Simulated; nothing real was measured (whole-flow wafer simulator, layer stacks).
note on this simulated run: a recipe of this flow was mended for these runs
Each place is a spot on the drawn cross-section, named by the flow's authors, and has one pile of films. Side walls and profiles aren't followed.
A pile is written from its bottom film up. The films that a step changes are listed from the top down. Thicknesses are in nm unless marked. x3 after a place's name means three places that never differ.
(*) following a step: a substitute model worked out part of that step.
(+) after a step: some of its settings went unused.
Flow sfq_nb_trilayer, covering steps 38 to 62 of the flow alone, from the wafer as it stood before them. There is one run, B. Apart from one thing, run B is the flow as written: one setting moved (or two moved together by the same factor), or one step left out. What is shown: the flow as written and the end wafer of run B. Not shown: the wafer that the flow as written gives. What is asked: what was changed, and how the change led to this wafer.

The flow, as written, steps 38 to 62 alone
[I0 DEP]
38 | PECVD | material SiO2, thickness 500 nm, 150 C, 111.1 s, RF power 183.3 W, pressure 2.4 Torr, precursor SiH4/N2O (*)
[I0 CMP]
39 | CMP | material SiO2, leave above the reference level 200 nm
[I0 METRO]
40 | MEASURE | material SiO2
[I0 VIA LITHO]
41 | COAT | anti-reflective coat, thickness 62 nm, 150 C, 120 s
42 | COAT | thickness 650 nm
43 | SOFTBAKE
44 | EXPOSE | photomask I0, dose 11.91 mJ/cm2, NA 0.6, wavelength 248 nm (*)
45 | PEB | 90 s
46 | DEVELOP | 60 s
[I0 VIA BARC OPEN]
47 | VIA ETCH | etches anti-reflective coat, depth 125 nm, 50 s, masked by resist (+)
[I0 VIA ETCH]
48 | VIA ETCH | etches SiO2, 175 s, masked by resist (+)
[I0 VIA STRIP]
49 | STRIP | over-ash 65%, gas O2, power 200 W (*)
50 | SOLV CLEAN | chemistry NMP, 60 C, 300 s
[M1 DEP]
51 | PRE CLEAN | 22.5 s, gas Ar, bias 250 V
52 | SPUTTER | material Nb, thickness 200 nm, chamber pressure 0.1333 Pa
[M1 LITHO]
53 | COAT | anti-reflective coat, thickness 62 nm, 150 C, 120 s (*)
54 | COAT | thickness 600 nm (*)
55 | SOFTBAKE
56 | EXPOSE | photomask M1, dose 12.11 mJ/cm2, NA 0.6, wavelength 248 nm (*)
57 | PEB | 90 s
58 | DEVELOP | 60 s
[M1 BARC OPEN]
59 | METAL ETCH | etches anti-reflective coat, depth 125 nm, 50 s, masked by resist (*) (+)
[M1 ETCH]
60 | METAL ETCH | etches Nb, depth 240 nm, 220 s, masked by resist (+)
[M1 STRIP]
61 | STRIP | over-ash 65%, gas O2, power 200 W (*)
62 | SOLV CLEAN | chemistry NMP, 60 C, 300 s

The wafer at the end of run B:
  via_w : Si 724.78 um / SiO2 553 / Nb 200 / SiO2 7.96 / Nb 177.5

The reason: step 48, VIA ETCH: 124 s was run, while the flow as written has 175 s.

How this came from the change, step by step:
  48 | VIA ETCH | etches SiO2, 175 s, masked by resist (+)
      via_w: SiO2 loses 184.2 (in the flow as written it would be: SiO2 loses 199.7 (all of it), Nb loses 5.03)
      field_l, v_sur, via_wl and 102 more: KrF-resist-other-grade loses 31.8 (in the flow as written it would be: KrF-resist-other-grade loses 44.8)
  49 | STRIP | over-ash 65%, gas O2, power 200 W (*)
      field_l, v_sur, via_wl and 102 more: KrF-resist-other-grade loses 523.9 (all of it), anti-reflective coat loses 62 (all of it) (in the flow as written it would be: KrF-resist-other-grade loses 510.8 (all of it), anti-reflective coat loses 62 (all of it))
  51 | PRE CLEAN | 22.5 s, gas Ar, bias 250 V
      via_w: SiO2 loses 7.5 (in the flow as written it would be: Nb loses 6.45)
  52 | SPUTTER | material Nb, thickness 200 nm, chamber pressure 0.1333 Pa
      via_w: Nb gains 177.5 (new film) (in the flow as written it would be: Nb gains 172.8)
  53 | COAT | anti-reflective coat, thickness 62 nm, 150 C, 120 s (*)
      v_sur: anti-reflective coat gains 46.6 (new film) (in the flow as written it would be: anti-reflective coat gains 45.6 (new film))
      via_wl: anti-reflective coat gains 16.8 (new film) (in the flow as written it would be: anti-reflective coat gains 16.2 (new film))
      (as well as at 1 more place)
  54 | COAT | thickness 600 nm (*)
      via_w: KrF-resist-other-grade gains 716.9 (new film) (in the flow as written it would be: KrF-resist-other-grade gains 733.2 (new film))
  61 | STRIP | over-ash 65%, gas O2, power 200 W (*)
      v_sur: KrF-resist-other-grade loses 362.9 (all of it), anti-reflective coat loses 46.6 (all of it) (in the flow as written it would be: KrF-resist-other-grade loses 361.9 (all of it), anti-reflective coat loses 45.6 (all of it))
      via_wl: KrF-resist-other-grade loses 384.6 (all of it), anti-reflective coat loses 16.8 (all of it) (in the flow as written it would be: KrF-resist-other-grade loses 382.3 (all of it), anti-reflective coat loses 16.2 (all of it))
      (as well as at 1 more place)
Taking metal films that touch as one body, via_w has 2 bodies (between them, from the top down: SiO2 7.96); the flow as written gives 1 body.
